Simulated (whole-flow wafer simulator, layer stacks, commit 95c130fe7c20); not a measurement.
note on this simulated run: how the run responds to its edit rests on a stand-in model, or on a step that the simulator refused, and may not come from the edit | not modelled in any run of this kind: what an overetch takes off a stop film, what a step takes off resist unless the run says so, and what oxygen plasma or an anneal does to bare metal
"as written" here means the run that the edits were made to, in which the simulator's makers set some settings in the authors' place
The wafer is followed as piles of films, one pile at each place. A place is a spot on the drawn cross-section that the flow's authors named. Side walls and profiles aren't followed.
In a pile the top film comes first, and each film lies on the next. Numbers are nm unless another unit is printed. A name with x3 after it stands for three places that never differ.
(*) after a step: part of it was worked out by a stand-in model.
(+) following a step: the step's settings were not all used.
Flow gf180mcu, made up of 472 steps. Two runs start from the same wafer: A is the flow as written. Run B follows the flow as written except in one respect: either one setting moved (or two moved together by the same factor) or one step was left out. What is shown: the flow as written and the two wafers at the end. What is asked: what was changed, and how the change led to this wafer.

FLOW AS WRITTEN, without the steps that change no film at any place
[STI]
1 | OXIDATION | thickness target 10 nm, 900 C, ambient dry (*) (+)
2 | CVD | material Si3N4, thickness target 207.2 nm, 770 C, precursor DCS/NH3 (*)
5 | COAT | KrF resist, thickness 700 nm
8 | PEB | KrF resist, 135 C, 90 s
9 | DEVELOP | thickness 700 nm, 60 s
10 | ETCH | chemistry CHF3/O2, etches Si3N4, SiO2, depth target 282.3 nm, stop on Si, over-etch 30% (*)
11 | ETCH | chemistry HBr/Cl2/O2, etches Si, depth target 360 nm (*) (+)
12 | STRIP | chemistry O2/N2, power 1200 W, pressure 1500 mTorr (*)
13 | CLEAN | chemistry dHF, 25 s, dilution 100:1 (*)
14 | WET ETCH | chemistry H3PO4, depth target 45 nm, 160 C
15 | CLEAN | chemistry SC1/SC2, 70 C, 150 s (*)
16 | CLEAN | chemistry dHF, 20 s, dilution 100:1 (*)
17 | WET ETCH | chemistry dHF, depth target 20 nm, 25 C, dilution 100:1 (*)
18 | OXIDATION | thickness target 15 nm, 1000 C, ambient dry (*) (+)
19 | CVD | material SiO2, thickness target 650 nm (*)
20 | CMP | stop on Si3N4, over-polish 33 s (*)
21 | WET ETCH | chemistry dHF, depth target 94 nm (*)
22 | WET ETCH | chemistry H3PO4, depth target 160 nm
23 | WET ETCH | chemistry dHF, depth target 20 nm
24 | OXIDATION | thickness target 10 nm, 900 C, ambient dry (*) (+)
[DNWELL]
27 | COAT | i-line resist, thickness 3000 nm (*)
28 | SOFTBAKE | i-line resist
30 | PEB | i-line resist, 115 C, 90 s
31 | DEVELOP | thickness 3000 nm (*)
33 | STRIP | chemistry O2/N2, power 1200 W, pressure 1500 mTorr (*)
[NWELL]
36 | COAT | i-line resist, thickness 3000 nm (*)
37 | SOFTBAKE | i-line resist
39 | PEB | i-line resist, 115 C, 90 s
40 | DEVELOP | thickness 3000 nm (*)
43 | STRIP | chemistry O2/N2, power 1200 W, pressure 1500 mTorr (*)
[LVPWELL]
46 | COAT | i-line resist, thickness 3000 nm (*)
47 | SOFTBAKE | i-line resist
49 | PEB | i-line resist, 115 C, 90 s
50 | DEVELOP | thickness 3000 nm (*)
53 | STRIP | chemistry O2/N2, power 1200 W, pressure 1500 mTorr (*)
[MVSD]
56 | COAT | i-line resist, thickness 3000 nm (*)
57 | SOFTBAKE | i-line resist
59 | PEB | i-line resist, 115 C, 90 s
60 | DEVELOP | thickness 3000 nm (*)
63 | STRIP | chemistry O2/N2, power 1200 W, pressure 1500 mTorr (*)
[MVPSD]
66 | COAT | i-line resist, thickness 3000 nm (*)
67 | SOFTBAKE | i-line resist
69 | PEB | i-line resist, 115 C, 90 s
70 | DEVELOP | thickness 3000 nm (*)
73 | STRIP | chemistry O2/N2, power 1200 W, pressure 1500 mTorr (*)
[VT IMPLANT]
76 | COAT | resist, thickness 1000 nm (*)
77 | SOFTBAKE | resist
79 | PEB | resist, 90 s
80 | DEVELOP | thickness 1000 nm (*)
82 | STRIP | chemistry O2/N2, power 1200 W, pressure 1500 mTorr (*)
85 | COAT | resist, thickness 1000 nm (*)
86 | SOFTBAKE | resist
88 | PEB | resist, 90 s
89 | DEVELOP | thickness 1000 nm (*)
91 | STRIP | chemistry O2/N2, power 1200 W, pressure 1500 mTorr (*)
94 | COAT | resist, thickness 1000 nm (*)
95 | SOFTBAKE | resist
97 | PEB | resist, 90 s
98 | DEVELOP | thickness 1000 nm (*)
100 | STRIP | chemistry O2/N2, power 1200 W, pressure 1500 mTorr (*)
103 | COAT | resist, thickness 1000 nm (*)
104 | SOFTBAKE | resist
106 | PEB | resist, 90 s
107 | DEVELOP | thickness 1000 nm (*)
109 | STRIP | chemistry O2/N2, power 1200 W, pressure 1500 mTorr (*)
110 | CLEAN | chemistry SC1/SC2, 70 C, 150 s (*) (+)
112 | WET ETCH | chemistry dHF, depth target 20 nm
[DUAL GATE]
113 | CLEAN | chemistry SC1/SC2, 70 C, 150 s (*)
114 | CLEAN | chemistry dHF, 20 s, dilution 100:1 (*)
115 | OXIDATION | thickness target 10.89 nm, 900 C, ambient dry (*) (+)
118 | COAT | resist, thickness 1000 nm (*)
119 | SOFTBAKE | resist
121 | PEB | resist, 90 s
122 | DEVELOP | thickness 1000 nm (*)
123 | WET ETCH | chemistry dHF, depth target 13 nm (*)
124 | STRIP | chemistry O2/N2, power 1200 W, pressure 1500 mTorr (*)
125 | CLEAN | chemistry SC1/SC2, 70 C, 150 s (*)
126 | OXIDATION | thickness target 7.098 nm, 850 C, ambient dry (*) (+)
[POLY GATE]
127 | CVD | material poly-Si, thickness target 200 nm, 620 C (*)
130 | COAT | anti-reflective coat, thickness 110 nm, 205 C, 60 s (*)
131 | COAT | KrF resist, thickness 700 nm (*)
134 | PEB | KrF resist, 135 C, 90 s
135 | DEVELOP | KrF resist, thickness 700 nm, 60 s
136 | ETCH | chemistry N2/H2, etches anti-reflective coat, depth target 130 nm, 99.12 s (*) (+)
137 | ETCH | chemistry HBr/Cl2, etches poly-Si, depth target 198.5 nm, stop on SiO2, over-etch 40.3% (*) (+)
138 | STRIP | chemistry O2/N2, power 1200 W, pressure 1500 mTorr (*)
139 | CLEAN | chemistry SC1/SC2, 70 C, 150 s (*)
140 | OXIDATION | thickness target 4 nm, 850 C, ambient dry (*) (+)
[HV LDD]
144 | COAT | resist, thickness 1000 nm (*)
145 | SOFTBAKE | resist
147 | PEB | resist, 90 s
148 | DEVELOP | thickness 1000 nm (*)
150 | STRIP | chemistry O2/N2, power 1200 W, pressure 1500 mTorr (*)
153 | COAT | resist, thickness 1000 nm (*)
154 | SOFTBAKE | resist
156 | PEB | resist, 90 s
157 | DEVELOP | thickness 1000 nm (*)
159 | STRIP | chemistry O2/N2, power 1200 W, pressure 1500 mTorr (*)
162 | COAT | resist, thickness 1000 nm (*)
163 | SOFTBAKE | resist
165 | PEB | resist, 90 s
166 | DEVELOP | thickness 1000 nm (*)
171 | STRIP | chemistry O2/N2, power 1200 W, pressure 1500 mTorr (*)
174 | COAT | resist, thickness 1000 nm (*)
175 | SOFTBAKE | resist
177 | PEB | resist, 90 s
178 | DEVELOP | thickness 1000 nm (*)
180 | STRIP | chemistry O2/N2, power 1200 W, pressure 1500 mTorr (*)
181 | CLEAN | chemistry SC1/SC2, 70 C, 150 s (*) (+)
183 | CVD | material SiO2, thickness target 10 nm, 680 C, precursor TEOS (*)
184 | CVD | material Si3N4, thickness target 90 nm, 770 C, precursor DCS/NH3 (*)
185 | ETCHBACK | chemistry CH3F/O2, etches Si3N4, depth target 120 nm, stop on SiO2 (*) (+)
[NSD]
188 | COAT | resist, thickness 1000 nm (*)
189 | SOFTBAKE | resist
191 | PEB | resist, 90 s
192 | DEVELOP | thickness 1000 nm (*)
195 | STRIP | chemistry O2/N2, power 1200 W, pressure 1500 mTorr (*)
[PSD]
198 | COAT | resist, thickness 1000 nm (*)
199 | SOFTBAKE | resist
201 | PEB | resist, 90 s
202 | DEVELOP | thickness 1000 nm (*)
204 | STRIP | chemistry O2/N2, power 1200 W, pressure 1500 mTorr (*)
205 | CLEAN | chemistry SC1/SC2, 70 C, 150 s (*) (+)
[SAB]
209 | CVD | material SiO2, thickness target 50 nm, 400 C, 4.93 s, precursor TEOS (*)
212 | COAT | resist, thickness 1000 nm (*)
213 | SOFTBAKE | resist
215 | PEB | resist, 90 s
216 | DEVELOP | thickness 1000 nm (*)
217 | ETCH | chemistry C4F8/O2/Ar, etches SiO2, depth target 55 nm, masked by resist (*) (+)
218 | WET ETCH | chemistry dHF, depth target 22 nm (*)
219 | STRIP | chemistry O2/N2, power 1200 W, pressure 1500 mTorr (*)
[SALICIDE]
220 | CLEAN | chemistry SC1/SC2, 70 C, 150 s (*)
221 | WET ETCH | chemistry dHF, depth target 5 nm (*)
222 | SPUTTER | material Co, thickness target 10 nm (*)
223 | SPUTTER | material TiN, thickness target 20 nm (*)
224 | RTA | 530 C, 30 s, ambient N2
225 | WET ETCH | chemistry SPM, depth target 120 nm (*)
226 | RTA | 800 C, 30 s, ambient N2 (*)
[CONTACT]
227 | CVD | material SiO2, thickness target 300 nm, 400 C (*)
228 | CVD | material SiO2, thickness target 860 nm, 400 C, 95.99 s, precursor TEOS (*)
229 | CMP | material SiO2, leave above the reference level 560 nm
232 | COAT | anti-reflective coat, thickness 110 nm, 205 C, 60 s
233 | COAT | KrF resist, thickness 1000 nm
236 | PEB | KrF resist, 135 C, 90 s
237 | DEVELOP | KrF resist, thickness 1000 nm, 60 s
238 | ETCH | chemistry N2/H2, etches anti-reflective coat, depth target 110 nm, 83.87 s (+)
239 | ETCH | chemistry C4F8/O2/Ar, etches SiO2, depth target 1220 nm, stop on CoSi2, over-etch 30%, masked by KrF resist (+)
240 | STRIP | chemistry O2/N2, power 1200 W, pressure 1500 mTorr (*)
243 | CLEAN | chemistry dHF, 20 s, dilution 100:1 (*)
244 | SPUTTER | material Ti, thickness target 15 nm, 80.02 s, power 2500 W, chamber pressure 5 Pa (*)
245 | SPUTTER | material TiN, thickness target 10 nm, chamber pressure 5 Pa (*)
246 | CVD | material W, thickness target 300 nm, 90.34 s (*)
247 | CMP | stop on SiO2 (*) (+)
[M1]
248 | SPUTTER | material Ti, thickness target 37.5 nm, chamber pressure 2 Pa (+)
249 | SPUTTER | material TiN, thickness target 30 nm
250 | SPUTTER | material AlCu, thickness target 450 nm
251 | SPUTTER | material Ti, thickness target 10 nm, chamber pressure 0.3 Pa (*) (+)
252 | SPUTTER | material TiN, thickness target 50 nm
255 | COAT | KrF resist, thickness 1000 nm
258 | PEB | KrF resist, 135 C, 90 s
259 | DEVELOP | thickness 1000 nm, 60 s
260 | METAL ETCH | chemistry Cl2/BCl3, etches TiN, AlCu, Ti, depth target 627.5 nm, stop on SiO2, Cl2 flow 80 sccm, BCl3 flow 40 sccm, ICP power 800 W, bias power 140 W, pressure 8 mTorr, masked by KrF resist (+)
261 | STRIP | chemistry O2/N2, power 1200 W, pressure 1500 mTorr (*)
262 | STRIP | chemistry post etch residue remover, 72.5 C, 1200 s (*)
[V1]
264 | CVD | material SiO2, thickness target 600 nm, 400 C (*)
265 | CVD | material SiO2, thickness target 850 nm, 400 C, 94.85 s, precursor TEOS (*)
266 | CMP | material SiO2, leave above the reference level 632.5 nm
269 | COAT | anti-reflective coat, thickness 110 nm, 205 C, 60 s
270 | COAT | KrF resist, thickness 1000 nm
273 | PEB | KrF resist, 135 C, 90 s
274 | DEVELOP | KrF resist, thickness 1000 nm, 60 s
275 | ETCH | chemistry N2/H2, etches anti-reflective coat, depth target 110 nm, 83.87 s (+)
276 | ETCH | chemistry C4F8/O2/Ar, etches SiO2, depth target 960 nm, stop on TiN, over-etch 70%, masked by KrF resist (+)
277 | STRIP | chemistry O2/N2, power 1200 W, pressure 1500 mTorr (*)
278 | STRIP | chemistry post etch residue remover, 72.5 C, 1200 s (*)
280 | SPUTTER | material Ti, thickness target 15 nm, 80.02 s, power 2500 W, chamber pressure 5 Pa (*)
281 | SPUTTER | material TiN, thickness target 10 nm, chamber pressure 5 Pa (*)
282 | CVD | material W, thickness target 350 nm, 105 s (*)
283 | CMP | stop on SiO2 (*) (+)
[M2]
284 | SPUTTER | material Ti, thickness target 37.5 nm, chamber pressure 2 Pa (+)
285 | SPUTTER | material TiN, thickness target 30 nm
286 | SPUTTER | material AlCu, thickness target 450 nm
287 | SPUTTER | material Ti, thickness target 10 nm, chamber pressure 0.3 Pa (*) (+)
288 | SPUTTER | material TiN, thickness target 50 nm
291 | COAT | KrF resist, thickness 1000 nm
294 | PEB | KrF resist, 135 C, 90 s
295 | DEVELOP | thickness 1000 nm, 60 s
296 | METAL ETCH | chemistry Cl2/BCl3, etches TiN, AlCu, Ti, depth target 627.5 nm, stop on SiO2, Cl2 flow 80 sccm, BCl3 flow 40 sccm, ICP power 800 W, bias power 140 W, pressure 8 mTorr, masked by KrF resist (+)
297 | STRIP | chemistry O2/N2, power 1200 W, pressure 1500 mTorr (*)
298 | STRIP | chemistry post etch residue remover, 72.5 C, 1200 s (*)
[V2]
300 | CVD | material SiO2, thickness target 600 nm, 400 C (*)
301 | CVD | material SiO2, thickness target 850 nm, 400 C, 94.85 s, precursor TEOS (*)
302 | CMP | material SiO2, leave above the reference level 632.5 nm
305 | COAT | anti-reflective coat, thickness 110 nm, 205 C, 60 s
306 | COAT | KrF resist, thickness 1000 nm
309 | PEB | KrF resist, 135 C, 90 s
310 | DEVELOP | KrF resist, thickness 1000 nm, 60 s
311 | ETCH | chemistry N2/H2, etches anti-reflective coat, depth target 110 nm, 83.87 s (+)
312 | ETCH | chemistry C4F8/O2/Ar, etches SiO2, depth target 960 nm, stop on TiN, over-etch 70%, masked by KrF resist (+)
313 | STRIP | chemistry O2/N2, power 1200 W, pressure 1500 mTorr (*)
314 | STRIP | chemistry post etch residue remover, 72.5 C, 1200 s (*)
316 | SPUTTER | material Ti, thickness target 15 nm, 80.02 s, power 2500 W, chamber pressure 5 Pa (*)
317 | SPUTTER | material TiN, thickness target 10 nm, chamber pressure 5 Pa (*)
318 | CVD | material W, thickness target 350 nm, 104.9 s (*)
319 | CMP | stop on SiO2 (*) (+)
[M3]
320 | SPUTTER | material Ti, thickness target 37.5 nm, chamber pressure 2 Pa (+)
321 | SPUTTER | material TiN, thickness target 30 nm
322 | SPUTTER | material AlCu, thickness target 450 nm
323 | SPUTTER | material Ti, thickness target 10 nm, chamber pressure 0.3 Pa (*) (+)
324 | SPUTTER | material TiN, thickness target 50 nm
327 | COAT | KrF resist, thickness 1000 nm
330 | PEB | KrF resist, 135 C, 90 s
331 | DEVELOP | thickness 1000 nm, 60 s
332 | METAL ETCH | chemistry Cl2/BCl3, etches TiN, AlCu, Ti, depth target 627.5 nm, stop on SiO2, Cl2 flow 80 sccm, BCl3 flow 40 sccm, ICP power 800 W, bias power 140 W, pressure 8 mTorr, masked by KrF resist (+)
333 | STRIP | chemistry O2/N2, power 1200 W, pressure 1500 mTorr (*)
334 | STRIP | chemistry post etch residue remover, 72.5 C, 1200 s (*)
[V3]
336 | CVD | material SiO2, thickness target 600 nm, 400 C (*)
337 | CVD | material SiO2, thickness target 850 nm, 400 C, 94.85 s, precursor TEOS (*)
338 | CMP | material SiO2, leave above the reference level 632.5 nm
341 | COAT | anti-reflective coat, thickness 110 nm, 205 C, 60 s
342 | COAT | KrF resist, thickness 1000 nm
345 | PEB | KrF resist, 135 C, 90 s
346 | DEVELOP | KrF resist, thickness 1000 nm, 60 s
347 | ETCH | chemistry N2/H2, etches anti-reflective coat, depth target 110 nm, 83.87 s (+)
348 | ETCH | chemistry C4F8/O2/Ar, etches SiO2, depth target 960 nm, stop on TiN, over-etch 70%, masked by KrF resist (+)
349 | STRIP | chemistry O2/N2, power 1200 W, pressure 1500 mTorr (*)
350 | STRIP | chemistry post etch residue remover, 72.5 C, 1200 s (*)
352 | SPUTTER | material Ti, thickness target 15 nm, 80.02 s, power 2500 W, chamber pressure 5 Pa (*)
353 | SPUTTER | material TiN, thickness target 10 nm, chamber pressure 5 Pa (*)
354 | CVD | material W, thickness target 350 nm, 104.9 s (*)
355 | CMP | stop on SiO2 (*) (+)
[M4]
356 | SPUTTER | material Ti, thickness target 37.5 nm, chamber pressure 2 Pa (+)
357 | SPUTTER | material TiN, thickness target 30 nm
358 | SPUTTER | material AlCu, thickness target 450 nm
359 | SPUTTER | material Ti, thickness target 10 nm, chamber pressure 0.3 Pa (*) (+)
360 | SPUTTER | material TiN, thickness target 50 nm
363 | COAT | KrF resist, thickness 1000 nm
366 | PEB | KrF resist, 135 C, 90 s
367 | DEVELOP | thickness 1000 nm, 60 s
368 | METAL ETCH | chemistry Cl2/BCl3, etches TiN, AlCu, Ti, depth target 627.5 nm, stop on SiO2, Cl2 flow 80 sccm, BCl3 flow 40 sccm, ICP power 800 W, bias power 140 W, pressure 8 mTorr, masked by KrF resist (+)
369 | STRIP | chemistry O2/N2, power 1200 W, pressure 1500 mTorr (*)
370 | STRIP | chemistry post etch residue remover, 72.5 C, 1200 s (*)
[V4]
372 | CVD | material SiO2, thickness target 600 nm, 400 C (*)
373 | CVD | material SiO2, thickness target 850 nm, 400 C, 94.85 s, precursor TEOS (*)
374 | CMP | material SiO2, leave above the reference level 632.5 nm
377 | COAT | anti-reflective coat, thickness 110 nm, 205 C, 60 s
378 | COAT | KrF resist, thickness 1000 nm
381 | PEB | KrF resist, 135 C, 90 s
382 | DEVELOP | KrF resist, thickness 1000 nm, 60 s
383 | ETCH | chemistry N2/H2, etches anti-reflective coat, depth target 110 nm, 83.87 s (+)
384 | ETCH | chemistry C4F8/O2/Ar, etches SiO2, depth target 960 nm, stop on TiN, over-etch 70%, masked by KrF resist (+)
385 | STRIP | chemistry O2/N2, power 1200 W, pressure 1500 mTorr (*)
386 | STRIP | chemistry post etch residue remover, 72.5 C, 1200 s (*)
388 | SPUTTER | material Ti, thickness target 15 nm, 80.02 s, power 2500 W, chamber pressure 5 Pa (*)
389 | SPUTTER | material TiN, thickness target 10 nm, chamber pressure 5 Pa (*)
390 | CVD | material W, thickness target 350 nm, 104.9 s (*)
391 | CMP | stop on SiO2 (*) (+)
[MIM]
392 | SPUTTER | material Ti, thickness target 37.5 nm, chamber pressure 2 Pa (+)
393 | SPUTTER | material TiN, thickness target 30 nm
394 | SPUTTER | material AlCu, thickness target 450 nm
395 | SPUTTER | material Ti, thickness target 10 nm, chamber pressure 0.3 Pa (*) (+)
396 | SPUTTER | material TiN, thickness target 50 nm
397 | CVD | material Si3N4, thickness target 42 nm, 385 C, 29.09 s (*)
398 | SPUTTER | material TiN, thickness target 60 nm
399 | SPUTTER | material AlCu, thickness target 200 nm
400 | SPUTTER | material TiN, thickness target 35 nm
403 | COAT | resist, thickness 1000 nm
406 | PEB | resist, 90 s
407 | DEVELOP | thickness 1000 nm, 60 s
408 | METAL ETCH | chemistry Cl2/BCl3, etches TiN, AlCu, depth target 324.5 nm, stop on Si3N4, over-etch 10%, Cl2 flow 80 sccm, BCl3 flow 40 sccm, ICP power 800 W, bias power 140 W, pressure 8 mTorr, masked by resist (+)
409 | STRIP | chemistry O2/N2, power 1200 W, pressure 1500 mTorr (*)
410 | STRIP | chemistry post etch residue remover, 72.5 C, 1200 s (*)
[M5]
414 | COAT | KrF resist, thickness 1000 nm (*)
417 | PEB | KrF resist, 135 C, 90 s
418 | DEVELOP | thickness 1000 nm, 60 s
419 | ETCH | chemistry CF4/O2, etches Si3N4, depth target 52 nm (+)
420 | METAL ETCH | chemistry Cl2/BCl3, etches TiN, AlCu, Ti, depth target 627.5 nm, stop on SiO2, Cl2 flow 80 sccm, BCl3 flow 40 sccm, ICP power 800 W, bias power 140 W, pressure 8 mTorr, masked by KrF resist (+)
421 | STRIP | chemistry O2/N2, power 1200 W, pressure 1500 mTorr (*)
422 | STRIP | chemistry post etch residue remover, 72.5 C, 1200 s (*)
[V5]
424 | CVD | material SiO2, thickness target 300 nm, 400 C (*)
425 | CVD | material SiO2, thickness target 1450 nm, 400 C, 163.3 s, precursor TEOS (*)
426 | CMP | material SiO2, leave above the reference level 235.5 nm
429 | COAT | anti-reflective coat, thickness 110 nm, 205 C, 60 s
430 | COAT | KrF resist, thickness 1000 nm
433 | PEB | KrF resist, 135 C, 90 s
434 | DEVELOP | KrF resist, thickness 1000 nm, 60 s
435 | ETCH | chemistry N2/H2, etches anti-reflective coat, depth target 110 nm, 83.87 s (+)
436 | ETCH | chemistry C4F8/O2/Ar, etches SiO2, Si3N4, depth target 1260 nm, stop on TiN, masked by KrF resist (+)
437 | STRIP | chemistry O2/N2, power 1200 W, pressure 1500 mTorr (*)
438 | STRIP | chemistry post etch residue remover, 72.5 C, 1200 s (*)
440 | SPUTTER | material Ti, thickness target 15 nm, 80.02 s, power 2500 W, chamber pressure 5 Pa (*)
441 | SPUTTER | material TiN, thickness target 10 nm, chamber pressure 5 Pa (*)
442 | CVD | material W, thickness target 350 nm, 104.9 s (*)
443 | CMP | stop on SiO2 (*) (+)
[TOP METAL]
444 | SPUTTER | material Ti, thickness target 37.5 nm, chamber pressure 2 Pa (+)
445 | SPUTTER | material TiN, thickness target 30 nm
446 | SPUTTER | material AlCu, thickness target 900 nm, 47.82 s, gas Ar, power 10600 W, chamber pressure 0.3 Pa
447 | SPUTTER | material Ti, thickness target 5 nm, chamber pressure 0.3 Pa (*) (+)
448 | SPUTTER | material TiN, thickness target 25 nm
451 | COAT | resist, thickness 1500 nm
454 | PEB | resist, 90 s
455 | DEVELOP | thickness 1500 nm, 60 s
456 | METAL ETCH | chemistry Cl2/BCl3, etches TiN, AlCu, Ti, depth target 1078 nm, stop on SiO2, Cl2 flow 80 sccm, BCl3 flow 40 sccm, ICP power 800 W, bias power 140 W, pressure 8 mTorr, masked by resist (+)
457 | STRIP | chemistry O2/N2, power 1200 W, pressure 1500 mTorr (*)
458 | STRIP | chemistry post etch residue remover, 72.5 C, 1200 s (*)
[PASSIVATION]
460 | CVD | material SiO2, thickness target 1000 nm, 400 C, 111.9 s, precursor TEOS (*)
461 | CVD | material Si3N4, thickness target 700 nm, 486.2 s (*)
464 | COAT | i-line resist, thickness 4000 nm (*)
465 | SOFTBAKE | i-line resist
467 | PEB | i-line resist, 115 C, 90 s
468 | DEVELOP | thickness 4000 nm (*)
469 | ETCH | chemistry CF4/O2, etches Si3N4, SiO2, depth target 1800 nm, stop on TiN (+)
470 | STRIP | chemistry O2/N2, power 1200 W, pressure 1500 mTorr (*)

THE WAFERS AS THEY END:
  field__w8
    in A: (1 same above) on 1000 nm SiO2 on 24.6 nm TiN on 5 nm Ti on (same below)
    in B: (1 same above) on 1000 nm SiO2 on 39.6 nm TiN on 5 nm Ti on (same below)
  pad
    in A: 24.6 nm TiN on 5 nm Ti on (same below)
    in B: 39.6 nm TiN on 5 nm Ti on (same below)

What caused this: step 448, SPUTTER: thickness target 40 nm was run, though the flow has thickness target 25 nm.

How this came from the change, step by step:
  448 | SPUTTER | material TiN, thickness target 25 nm
      field, field__w1, field__w2 and 109 more: A TiN gains 25 (new film) | B TiN gains 40 (new film)
  456 | METAL ETCH | chemistry Cl2/BCl3, etches TiN, AlCu, Ti, depth target 1078 nm, stop on SiO2, Cl2 flow 80 sccm, BCl3 flow 40 sccm, ICP power 800 W, bias power 140 W, pressure 8 mTorr, masked by resist (+)
      field, field__w1, field__w2 and 103 more: A TiN loses 25 (all of it), Ti loses 5 (all of it), AlCu loses 900 (all of it), TiN loses 30 (all of it), Ti loses 37.5 (all of it) | B TiN loses 40 (all of it), Ti loses 5 (all of it), AlCu loses 900 (all of it), TiN loses 30 (all of it), Ti loses 37.5 (all of it)
  465 | SOFTBAKE | i-line resist
      field__w5, field__w9: A i-line resist gains 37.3 | B i-line resist gains 30.9
      field__w11, field__w13: A i-line resist gains 37.9 | B i-line resist gains 32
      (as well as at 61 more places)
